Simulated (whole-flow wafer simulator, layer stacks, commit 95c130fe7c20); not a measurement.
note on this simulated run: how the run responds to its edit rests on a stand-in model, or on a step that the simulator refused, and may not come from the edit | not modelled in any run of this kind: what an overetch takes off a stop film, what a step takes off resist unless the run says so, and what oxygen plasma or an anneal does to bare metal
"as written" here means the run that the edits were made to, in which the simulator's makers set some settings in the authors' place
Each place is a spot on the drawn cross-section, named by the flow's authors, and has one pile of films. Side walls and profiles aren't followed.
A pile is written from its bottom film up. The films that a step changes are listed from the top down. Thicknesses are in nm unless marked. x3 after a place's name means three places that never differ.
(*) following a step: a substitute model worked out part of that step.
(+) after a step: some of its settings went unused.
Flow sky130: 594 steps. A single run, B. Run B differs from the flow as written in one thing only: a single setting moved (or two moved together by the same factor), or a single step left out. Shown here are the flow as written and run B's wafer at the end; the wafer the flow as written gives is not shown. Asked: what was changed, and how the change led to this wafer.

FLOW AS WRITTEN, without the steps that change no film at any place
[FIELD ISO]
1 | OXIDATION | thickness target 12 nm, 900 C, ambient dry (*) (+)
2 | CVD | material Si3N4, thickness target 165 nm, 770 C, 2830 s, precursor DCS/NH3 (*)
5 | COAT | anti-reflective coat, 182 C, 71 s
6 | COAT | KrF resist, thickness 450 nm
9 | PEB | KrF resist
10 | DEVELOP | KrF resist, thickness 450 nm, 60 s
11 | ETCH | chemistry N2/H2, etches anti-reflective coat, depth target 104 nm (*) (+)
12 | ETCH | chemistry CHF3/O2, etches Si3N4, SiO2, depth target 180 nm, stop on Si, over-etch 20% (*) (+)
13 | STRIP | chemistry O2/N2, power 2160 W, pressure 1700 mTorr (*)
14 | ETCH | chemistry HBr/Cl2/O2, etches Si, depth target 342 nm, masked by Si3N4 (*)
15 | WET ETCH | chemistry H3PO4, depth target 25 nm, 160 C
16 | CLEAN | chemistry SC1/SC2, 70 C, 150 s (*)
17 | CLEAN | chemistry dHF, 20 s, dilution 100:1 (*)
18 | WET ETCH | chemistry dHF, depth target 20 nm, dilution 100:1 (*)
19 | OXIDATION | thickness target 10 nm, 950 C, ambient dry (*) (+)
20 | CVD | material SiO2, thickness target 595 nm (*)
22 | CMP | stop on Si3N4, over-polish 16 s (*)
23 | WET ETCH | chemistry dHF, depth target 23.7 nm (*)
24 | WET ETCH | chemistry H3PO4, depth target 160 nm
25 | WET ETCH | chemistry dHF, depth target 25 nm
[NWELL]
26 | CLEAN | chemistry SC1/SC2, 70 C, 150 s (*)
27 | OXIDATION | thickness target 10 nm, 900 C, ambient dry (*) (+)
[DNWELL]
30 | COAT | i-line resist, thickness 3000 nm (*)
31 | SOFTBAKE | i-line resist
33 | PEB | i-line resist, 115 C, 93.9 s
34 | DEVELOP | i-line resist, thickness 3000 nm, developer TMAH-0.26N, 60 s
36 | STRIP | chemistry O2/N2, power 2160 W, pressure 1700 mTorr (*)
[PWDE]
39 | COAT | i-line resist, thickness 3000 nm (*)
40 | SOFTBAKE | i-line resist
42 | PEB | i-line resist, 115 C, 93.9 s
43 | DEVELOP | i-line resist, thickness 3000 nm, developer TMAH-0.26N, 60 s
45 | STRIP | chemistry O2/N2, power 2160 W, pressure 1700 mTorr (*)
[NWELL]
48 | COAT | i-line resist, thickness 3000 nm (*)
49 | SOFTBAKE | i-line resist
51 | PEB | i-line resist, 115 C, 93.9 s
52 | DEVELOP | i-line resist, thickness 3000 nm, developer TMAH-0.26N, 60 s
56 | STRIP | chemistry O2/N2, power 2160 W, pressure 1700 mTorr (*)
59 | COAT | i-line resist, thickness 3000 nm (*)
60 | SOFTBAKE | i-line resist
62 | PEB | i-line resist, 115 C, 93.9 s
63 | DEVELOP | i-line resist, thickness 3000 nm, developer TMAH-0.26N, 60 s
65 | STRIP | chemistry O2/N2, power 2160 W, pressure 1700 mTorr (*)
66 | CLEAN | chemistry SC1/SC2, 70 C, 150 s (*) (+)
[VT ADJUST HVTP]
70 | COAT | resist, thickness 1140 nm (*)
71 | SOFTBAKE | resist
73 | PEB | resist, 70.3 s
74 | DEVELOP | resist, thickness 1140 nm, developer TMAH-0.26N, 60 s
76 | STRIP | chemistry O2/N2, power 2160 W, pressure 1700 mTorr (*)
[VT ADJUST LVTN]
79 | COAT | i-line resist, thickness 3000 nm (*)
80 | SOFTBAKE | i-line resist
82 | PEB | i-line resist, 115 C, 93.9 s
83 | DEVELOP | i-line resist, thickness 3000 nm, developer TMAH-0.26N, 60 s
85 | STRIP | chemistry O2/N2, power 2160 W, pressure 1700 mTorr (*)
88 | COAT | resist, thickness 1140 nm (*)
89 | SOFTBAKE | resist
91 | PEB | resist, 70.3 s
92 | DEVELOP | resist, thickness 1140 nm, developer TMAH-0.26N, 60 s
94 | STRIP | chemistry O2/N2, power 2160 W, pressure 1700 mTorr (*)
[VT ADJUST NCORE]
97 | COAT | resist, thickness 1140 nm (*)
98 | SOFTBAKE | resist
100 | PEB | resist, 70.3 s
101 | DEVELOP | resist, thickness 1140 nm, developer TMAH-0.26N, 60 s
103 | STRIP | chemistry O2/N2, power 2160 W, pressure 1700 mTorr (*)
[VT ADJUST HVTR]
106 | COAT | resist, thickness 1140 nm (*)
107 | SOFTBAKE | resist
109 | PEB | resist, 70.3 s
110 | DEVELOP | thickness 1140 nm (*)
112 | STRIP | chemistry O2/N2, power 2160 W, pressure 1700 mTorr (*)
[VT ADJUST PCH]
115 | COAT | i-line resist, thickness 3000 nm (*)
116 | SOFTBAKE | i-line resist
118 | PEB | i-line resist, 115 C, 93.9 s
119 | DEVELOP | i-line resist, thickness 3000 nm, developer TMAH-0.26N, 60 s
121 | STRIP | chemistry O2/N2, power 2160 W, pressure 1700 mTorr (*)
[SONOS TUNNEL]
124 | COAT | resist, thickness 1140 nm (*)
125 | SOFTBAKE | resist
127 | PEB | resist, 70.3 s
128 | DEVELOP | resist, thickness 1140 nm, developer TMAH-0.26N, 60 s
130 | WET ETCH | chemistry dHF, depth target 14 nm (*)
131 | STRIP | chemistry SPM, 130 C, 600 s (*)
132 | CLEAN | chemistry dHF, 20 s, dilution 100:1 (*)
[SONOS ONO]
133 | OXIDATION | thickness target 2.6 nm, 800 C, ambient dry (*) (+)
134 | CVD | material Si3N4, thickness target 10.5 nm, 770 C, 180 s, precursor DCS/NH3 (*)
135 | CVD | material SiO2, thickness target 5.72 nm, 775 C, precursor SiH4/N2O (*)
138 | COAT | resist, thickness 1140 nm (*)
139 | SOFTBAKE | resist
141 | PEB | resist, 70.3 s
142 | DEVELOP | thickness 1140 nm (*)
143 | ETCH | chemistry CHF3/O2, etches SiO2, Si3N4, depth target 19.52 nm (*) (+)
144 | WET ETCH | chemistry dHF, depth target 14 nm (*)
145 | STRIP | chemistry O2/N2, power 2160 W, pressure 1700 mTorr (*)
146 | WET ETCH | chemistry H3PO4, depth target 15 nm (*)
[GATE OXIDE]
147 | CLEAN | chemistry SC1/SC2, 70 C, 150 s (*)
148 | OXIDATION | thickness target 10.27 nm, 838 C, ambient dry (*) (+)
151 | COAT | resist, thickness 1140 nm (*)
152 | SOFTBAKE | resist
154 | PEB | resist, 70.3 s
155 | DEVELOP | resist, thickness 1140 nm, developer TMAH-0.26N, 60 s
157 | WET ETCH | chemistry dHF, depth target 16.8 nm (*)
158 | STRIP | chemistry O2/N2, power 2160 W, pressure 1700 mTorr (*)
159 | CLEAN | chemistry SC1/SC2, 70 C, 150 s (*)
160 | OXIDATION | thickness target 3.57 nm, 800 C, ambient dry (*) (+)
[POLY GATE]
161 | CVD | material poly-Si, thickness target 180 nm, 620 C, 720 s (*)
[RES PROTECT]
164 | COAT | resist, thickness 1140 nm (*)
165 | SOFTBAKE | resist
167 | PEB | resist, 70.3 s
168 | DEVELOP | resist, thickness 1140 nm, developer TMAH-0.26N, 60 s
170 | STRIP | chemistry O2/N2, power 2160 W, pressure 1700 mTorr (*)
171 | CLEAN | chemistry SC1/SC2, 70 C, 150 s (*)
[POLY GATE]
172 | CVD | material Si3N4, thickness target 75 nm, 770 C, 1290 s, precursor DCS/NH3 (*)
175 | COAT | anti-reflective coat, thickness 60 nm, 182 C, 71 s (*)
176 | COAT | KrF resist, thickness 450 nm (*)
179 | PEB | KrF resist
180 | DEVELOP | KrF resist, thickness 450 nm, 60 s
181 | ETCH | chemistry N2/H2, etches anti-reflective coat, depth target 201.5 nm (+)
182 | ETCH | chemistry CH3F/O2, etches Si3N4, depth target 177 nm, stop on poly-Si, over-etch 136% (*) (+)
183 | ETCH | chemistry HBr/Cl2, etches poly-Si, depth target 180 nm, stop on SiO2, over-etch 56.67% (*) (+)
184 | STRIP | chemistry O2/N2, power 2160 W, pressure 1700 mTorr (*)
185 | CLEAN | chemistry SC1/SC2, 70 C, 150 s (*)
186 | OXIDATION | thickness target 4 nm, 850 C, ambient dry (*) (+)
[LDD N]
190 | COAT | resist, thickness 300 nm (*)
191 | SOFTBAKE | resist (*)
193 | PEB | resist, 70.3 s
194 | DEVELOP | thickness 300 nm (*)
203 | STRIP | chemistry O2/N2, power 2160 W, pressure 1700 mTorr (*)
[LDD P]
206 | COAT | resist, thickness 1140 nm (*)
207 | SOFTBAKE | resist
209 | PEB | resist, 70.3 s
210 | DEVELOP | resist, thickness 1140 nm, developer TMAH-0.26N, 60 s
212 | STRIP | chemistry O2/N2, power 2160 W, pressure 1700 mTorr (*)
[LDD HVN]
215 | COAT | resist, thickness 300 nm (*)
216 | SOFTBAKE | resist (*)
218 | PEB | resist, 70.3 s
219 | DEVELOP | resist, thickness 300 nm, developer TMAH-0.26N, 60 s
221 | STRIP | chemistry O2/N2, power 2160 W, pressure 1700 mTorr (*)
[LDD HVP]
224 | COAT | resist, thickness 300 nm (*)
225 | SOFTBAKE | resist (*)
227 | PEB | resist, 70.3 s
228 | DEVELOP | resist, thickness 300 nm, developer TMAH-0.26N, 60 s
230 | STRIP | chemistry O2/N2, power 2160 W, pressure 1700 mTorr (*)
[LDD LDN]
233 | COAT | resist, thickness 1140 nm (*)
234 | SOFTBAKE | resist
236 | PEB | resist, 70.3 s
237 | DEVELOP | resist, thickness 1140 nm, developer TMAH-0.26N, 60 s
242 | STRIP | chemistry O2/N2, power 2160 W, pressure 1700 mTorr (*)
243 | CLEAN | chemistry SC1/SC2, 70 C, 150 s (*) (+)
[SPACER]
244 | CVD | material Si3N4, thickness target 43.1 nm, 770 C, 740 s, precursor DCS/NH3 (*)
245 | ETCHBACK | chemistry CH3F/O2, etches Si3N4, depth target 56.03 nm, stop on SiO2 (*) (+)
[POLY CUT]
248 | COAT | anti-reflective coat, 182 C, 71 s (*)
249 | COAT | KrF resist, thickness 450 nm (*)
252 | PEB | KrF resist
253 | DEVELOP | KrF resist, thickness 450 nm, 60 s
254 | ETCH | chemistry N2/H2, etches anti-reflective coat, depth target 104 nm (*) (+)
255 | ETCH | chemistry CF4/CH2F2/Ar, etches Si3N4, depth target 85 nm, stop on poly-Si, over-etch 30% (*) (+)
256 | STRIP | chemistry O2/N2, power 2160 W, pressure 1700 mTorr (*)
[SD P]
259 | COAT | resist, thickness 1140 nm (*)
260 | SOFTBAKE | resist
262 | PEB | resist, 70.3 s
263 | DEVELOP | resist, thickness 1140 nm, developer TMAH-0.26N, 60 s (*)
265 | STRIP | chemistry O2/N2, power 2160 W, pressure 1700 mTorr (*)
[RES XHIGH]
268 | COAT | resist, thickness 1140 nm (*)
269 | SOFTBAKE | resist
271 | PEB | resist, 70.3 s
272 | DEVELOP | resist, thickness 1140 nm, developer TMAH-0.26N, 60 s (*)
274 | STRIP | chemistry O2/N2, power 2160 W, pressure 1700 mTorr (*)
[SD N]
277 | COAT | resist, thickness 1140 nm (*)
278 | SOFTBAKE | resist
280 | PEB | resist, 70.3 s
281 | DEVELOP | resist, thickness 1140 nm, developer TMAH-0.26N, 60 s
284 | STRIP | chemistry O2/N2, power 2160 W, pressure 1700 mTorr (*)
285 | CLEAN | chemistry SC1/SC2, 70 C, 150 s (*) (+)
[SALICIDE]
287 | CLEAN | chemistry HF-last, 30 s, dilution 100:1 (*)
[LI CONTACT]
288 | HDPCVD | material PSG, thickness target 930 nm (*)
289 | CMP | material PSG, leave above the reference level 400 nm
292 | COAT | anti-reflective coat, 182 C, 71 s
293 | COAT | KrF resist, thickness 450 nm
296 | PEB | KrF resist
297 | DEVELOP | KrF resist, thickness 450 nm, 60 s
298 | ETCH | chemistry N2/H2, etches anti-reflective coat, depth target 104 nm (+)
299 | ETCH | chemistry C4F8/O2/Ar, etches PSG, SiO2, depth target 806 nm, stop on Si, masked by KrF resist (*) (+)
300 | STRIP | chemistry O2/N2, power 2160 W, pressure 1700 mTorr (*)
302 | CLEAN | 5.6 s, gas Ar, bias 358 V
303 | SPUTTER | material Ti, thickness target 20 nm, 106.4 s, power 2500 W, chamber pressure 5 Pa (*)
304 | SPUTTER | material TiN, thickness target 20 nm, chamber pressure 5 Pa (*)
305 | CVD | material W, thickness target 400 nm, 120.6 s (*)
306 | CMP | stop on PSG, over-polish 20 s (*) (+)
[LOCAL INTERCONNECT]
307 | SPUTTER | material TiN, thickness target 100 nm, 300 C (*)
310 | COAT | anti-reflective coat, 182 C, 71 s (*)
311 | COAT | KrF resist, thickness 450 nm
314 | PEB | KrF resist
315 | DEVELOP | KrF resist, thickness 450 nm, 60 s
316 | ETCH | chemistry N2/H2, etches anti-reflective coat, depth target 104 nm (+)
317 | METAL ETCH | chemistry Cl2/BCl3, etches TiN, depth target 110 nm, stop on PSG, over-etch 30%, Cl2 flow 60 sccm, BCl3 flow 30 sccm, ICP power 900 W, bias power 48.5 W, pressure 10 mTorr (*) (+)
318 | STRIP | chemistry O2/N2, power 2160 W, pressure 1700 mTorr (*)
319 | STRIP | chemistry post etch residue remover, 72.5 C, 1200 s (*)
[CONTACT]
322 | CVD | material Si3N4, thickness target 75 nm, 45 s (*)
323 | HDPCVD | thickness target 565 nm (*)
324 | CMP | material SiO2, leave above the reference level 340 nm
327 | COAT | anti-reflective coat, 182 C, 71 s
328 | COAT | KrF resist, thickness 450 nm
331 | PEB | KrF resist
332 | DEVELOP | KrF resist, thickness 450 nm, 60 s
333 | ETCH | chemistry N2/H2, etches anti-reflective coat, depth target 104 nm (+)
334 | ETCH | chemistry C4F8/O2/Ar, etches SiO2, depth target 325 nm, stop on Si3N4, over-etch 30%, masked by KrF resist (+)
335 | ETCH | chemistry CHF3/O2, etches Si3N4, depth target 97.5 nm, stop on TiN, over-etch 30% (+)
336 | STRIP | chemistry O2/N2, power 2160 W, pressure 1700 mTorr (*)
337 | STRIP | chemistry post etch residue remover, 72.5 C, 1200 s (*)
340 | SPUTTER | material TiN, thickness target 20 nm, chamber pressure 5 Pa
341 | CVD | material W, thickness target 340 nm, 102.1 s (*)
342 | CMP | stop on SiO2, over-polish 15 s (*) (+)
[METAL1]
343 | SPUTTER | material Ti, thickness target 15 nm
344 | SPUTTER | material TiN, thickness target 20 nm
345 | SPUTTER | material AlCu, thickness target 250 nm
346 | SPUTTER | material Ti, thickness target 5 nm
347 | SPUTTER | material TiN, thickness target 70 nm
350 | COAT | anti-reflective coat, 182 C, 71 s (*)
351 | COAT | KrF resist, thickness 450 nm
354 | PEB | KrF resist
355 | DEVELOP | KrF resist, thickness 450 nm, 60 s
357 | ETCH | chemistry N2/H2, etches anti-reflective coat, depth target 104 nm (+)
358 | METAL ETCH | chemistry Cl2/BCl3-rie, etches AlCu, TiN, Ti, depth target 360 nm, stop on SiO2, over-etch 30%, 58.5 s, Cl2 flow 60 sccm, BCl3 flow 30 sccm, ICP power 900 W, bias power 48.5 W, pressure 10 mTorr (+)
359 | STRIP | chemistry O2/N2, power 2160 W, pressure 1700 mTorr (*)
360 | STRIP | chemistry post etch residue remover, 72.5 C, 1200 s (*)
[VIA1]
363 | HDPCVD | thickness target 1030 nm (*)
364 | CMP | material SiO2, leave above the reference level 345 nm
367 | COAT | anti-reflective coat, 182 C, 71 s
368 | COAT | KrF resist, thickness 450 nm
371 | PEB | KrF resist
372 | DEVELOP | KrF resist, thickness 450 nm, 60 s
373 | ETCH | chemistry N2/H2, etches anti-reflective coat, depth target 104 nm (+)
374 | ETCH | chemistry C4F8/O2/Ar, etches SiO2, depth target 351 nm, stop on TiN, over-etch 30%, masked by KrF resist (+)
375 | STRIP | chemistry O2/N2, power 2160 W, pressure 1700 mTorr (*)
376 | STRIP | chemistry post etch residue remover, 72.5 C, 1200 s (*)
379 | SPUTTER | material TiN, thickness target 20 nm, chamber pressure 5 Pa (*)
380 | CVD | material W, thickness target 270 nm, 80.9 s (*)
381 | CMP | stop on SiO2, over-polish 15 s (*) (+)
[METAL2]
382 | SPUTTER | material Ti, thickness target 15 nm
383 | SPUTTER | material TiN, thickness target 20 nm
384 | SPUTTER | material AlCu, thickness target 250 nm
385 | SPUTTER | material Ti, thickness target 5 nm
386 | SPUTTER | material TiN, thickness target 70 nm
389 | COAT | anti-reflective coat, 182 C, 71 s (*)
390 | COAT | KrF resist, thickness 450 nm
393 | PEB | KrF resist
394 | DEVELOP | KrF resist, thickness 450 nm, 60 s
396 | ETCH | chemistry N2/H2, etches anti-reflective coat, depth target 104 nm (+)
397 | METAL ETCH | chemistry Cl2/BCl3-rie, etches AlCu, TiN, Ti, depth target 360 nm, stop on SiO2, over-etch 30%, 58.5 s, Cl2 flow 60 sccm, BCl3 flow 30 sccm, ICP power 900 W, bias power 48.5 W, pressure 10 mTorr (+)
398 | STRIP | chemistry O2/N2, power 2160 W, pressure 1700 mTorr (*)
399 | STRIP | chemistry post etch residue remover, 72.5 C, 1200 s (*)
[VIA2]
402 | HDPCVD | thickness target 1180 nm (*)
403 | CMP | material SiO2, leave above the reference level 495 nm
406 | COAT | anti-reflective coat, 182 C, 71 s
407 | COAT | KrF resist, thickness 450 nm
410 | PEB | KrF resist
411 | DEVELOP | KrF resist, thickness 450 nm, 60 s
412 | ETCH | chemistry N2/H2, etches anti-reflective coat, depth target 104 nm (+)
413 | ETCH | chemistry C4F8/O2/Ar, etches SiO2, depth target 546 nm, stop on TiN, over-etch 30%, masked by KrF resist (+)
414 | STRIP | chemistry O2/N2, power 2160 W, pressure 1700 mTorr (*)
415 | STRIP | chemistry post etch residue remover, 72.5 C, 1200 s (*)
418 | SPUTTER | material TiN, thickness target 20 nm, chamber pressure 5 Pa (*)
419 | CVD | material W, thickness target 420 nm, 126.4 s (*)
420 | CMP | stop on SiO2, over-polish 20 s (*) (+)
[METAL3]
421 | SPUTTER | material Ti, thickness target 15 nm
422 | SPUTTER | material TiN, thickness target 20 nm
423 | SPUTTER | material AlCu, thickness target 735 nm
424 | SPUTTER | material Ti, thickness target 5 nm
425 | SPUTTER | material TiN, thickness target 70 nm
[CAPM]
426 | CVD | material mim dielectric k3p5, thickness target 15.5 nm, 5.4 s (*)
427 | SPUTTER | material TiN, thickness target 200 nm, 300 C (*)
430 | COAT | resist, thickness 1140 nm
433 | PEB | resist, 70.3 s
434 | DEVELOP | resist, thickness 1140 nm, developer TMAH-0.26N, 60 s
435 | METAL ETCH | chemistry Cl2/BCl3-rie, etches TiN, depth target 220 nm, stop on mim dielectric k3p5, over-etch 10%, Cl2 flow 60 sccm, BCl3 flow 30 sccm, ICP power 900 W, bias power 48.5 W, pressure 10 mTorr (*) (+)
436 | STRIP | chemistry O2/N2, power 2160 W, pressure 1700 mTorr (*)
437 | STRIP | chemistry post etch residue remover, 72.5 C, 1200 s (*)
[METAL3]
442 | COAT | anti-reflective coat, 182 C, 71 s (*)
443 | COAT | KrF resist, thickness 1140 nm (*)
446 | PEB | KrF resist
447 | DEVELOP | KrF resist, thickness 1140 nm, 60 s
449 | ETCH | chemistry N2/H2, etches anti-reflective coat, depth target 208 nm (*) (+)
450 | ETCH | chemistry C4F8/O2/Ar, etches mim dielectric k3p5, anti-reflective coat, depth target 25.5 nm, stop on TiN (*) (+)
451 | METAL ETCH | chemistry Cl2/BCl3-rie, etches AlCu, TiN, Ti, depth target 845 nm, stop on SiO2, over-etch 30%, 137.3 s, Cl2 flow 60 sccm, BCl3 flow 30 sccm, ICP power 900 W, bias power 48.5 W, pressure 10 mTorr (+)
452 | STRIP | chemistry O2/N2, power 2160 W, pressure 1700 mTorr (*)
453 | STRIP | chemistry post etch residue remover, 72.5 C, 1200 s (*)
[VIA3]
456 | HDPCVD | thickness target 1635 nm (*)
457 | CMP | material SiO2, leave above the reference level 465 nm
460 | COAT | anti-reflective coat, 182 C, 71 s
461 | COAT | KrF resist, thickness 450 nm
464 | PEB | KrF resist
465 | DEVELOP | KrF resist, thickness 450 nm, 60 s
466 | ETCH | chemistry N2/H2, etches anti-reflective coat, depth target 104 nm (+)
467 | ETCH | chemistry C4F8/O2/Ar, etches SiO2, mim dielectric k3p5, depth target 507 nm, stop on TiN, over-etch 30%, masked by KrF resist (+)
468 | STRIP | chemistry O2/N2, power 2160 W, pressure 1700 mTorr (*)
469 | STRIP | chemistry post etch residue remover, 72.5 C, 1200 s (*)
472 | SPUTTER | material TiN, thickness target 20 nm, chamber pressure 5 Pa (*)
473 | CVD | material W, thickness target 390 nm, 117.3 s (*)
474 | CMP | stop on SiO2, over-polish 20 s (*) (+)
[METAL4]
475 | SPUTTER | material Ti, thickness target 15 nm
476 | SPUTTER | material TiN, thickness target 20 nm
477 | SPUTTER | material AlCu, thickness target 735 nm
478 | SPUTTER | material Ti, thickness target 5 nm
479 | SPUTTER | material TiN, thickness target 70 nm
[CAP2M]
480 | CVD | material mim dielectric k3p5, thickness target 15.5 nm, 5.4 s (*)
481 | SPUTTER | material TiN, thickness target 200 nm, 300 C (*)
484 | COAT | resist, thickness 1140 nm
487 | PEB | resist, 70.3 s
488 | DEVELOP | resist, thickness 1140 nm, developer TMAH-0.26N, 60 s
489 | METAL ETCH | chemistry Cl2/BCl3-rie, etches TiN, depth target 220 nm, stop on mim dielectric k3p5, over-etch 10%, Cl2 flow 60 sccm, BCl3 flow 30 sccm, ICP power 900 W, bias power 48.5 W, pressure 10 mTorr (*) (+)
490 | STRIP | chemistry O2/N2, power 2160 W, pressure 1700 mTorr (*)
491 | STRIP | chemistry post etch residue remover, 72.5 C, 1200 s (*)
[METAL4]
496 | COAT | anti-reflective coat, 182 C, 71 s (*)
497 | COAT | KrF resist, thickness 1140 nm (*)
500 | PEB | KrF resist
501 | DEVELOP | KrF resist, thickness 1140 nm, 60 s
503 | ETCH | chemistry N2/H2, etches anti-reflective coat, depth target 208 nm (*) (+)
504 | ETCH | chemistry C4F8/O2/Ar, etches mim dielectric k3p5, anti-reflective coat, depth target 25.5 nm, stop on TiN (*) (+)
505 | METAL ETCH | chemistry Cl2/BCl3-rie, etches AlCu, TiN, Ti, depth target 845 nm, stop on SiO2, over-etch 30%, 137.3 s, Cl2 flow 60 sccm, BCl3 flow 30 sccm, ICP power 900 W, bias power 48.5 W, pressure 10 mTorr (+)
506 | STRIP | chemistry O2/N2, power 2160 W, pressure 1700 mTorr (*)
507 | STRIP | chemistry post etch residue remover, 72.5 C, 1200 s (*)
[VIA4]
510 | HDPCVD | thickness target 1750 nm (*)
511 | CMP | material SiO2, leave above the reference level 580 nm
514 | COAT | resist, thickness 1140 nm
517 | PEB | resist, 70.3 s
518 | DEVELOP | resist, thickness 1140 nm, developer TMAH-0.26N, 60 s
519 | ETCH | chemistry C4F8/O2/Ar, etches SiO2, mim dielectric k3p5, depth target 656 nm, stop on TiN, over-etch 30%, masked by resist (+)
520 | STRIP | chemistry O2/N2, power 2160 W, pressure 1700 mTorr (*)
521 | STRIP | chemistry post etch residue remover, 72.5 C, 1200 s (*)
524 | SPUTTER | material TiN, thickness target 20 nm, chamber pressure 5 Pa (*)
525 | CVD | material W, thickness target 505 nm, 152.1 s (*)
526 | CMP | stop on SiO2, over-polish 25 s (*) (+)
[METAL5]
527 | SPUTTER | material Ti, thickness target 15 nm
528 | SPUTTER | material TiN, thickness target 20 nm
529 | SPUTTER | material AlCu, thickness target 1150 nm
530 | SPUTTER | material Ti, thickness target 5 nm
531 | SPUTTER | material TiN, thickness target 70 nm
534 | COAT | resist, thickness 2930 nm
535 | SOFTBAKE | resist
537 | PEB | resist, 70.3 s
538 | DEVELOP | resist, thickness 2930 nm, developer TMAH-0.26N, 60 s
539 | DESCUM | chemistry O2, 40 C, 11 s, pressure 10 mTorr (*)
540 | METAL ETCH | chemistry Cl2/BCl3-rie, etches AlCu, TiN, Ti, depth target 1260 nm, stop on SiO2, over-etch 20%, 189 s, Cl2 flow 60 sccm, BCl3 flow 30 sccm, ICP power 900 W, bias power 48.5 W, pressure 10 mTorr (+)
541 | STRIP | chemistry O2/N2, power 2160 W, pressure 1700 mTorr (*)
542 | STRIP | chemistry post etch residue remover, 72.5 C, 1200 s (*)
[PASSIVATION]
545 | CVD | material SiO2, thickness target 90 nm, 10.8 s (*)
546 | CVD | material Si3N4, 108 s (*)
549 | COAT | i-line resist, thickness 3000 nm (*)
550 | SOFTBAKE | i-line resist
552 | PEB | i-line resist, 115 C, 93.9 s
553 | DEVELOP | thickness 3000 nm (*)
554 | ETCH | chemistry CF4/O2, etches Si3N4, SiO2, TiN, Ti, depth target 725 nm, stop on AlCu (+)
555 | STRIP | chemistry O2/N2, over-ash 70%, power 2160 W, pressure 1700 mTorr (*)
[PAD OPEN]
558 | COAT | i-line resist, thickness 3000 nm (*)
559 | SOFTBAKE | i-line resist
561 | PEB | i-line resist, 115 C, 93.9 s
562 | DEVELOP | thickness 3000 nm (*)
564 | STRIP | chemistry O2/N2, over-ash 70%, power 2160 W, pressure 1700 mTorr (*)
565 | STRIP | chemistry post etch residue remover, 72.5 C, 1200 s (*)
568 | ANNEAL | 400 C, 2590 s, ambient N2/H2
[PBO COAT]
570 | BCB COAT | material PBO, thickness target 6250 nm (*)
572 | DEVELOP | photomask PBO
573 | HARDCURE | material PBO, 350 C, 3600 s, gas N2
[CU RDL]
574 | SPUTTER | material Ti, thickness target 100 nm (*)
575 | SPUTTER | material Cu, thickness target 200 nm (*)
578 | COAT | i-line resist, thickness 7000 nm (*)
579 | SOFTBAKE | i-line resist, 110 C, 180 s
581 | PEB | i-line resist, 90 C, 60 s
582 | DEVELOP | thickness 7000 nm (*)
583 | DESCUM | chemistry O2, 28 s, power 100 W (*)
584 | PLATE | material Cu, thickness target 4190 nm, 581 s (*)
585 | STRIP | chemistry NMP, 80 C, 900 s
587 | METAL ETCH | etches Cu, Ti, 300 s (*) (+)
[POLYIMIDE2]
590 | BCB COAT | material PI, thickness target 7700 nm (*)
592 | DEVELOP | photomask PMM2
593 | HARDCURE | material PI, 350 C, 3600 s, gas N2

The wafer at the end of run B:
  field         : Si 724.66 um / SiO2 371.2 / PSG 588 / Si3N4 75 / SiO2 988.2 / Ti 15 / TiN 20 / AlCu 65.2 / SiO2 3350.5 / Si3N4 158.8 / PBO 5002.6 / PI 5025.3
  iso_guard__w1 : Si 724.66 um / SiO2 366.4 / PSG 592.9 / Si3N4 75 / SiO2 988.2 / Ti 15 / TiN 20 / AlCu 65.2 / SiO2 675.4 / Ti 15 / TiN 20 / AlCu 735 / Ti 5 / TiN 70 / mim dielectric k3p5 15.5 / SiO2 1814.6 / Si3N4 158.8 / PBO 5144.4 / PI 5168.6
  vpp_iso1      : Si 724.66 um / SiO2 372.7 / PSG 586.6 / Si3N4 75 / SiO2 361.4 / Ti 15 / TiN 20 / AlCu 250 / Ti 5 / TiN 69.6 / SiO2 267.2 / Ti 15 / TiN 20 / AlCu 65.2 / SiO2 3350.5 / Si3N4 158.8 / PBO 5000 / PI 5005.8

The reason: step 397, METAL ETCH: depth target 194.4 nm was run, though the flow has depth target 360 nm; step 397, METAL ETCH: 31.6 s was run, where the flow has 58.5 s.

How this came from the change, step by step:
  397 | METAL ETCH | chemistry Cl2/BCl3-rie, etches AlCu, TiN, Ti, depth target 360 nm, stop on SiO2, over-etch 30%, 58.5 s, Cl2 flow 60 sccm, BCl3 flow 30 sccm, ICP power 900 W, bias power 48.5 W, pressure 10 mTorr (+)
      field, active, gate and 82 more: -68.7 TiN (all of it), -5 Ti (all of it), -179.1 AlCu (as written it would have been: -68.7 TiN (all of it), -5 Ti (all of it), -250 AlCu (all of it), -20 TiN (all of it), -15 Ti (all of it), -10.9 SiO2)
      n_well, p_well, gate_hv and 103 more: -126.4 KrF resist (as written it would have been: -234 KrF resist)
  398 | STRIP | chemistry O2/N2, power 2160 W, pressure 1700 mTorr (*)
      gate_hv, mim, dice_street and 94 more: -251.5 KrF resist (all of it), -80 anti-reflective coat (all of it) (as written it would have been: -143.8 KrF resist (all of it), -80 anti-reflective coat (all of it))
      n_well, p_well, sd_n, sd_p, pad, gate_p, vpp_tail: -251.4 KrF resist (all of it), -80 anti-reflective coat (all of it) (as written it would have been: -143.8 KrF resist (all of it), -80 anti-reflective coat (all of it))
      (and at 2 other places as well)
  399 | STRIP | chemistry post etch residue remover, 72.5 C, 1200 s (*)
      field, active, gate and 82 more: -5.72 AlCu (as written it would have been: nothing)
  402 | HDPCVD | thickness target 1180 nm (*)
      field, active, gate and 82 more: +1180 SiO2 (new film) (as written it would have been: +1180 SiO2)
  403 | CMP | material SiO2, leave above the reference level 495 nm
      field, active, gate and 82 more: -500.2 SiO2 (as written it would have been: -389.1 SiO2)
With metal films that touch counted as one body, field has 1 body; the flow as written gives 0 bodies.
With metal films that touch counted as one body, iso_guard__w1 has 2 bodies (between them, from the top down: SiO2 675.4); the flow as written gives 1 body.
With metal films that touch counted as one body, vpp_iso1 has 2 bodies (between them, from the top down: SiO2 267.2); the flow as written gives 1 body.
